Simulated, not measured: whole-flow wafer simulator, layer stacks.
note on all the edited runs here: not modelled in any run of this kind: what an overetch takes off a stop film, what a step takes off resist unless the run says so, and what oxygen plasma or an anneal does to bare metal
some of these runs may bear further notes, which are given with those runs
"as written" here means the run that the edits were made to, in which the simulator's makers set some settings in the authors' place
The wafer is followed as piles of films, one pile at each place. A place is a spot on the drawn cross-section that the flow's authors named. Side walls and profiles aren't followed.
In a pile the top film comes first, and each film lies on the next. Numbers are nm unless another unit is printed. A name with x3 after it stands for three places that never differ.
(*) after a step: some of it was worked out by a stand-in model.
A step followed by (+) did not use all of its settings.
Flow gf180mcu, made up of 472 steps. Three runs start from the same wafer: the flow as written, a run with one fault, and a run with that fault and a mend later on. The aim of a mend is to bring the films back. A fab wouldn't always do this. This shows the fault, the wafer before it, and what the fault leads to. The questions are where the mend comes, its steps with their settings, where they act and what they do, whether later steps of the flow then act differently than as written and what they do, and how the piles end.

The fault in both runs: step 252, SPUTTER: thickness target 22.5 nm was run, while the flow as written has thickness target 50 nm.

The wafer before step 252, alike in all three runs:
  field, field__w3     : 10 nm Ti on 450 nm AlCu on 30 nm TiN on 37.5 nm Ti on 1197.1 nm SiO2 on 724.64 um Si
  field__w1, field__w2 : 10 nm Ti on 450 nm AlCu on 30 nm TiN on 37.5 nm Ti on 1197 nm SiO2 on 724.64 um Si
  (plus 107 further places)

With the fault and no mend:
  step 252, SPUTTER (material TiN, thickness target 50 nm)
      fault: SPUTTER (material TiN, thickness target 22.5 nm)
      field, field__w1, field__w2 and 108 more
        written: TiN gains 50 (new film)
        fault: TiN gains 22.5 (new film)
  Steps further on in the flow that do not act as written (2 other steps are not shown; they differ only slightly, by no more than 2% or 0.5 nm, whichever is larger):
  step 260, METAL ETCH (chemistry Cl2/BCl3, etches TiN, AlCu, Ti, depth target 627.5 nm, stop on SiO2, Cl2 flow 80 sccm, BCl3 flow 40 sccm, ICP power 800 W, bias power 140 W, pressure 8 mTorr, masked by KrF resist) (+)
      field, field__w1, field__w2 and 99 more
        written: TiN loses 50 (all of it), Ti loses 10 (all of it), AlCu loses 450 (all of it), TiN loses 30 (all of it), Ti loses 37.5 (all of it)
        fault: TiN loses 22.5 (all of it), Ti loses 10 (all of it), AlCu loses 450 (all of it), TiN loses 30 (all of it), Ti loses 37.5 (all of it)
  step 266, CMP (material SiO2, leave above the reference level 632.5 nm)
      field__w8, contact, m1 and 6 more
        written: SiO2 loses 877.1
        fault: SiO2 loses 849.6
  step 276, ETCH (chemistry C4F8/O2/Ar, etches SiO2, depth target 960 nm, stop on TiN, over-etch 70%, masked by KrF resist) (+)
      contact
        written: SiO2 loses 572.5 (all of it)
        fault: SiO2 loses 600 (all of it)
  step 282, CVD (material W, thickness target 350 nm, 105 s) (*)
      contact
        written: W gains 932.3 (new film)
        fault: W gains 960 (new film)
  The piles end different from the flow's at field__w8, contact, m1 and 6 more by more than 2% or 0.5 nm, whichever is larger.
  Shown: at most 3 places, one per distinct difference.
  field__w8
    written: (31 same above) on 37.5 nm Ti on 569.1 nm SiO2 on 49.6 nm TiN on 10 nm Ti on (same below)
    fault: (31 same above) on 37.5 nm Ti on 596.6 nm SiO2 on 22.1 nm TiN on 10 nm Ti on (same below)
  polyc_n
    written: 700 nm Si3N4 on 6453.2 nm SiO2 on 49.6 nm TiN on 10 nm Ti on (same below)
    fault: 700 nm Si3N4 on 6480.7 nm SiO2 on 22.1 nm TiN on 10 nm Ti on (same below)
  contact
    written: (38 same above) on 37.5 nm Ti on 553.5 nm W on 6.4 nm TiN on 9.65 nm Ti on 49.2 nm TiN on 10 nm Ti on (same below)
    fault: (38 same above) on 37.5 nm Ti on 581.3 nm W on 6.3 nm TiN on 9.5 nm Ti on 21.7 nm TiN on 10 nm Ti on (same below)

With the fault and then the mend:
  After step 259 comes the mend.
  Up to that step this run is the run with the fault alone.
  step 259a, STRIP (chemistry O2/N2, power 2160 W, pressure 1700 mTorr) (*)
      field__w8, contact, m1 and 6 more
        KrF resist loses 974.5 (all of it)
  step 259b, SPUTTER (material TiN, thickness target 27.5 nm) (the flow's step 252 again, with other settings)
      field, field__w1, field__w2 and 108 more
        TiN gains 27.5
  step 259c, HMDS (120 C, 60 s) (the flow's step 254 again)
      alters no film at any place that is followed
  step 259d, COAT (KrF resist, thickness 1000 nm) (the flow's step 255 again)
      field, field__w1, field__w2 and 108 more
        KrF resist gains 1000 (new film)
  step 259e, SOFTBAKE (KrF resist) (the flow's step 256 again)
      alters no film at any place that is followed
  step 259f, EXPOSE (photomask Metal1) (the flow's step 257 again)
      alters no film at any place that is followed
  step 259g, PEB (KrF resist, 135 C, 90 s) (the flow's step 258 again)
      field, field__w1, field__w2 and 108 more
        KrF resist loses 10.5
  step 259h, DEVELOP (thickness 1000 nm, 60 s) (the flow's step 259 again)
      field, field__w1, field__w2 and 99 more
        KrF resist loses 989.5 (all of it)
      field__w8, contact, m1 and 6 more
        KrF resist loses 14.9
  Later steps of the flow that are run all act as written at every place that is followed.
  The piles end the same as the flow's at every place that both follow.
